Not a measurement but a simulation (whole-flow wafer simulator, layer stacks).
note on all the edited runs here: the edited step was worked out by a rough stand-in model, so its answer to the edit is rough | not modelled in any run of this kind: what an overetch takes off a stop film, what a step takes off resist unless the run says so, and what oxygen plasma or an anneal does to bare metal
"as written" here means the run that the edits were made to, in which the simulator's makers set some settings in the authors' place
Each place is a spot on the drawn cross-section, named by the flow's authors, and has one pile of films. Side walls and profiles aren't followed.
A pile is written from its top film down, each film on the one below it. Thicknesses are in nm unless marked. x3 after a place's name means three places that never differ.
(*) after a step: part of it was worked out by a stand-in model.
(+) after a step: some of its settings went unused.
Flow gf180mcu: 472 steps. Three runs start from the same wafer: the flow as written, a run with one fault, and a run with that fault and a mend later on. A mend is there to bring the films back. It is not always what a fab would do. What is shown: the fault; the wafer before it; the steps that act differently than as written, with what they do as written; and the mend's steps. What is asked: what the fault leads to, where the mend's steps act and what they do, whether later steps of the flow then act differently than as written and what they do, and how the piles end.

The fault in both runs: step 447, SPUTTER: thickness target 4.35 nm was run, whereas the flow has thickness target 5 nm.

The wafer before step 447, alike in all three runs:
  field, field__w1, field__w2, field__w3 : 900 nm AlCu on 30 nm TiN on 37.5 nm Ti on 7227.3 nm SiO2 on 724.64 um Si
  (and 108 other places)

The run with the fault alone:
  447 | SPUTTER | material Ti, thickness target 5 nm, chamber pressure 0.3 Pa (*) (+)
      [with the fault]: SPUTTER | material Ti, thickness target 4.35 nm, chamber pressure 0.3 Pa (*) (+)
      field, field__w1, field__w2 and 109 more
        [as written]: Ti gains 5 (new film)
        [with the fault]: Ti gains 4.35 (new film)
  Later steps of the flow acting differently than as written (not shown: 4 more steps that differ only slightly, by at most 2% or 0.5 nm, whichever is larger):
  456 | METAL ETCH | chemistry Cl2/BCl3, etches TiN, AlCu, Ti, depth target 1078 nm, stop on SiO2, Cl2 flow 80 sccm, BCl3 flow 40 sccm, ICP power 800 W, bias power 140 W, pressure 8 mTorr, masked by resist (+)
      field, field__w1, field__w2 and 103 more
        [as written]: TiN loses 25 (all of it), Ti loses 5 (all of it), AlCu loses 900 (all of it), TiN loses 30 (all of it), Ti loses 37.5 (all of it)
        [with the fault]: TiN loses 25 (all of it), Ti loses 4.35 (all of it), AlCu loses 900 (all of it), TiN loses 30 (all of it), Ti loses 37.5 (all of it)
  By the end, the piles at field__w8, contact, m1, m1__w1, pad, m1_nw depart from the flow's by more than 2% or 0.5 nm, whichever is larger.
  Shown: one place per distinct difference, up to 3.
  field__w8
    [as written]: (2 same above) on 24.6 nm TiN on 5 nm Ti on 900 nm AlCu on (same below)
    [with the fault]: (2 same above) on 24.6 nm TiN on 4.35 nm Ti on 900 nm AlCu on (same below)
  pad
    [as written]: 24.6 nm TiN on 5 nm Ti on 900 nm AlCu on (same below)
    [with the fault]: 24.6 nm TiN on 4.35 nm Ti on 900 nm AlCu on (same below)

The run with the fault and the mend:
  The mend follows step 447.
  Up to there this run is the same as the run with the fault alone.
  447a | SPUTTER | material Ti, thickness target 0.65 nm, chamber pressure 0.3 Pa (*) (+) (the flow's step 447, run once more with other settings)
      field, field__w1, field__w2 and 109 more
        Ti gains 0.65
  Later steps of the flow that are run all act as written at every place that is followed.
  By the end, the piles equal the flow's at every place that both follow.
